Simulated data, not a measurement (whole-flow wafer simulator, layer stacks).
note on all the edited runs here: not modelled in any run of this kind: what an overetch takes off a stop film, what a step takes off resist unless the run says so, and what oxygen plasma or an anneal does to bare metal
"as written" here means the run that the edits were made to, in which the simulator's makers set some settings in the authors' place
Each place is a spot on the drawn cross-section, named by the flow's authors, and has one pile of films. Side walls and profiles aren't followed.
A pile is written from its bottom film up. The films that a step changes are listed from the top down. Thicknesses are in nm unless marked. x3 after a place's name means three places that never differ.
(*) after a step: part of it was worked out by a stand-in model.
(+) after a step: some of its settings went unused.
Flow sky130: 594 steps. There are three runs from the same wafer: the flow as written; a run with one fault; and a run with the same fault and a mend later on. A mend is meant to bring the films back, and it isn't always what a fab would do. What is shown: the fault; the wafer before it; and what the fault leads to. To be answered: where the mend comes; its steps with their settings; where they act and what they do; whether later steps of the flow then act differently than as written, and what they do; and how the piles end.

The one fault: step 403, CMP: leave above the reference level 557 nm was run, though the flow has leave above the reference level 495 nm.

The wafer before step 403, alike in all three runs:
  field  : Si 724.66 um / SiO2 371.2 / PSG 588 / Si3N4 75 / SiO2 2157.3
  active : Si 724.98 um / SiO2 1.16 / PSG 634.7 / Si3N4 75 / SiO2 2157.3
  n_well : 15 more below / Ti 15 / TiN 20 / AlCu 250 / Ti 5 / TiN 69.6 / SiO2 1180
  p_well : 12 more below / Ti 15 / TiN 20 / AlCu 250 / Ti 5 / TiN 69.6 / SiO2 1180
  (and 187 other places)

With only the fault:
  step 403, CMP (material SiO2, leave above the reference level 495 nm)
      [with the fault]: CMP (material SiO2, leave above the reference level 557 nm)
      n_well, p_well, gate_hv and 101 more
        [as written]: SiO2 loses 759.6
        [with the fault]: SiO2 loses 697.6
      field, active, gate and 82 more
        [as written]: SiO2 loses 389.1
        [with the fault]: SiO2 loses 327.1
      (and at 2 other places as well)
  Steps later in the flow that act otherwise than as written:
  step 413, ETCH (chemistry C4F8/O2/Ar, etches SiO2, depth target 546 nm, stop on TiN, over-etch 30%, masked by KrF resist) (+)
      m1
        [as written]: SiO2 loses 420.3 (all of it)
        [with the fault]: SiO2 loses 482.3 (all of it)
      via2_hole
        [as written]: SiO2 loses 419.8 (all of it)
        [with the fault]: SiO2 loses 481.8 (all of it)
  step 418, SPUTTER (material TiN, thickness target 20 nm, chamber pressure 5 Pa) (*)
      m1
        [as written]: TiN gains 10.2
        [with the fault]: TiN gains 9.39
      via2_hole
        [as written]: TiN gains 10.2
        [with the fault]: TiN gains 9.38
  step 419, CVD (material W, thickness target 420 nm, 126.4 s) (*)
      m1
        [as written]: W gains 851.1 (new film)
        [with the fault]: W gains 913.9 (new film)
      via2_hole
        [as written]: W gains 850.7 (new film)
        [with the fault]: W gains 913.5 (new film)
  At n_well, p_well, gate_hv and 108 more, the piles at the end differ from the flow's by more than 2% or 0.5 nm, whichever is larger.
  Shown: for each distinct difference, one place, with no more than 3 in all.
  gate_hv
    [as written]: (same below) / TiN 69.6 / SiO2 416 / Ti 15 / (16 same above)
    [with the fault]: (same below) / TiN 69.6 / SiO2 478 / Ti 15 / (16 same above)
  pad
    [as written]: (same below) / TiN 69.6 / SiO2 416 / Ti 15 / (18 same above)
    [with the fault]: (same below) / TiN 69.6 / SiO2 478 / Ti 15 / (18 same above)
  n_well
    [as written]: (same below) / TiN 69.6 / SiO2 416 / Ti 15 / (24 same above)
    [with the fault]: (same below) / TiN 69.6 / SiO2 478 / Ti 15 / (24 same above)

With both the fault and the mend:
  The mend stands after step 403.
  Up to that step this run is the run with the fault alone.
  step 403a, CMP (material SiO2, leave above the reference level 495 nm) (the flow's step 403 again)
      field, active, n_well and 188 more
        SiO2 loses 62
  None of the later steps of the flow acts differently than as written at any place that is followed.
  By the end, the piles equal the flow's at every place that both follow.
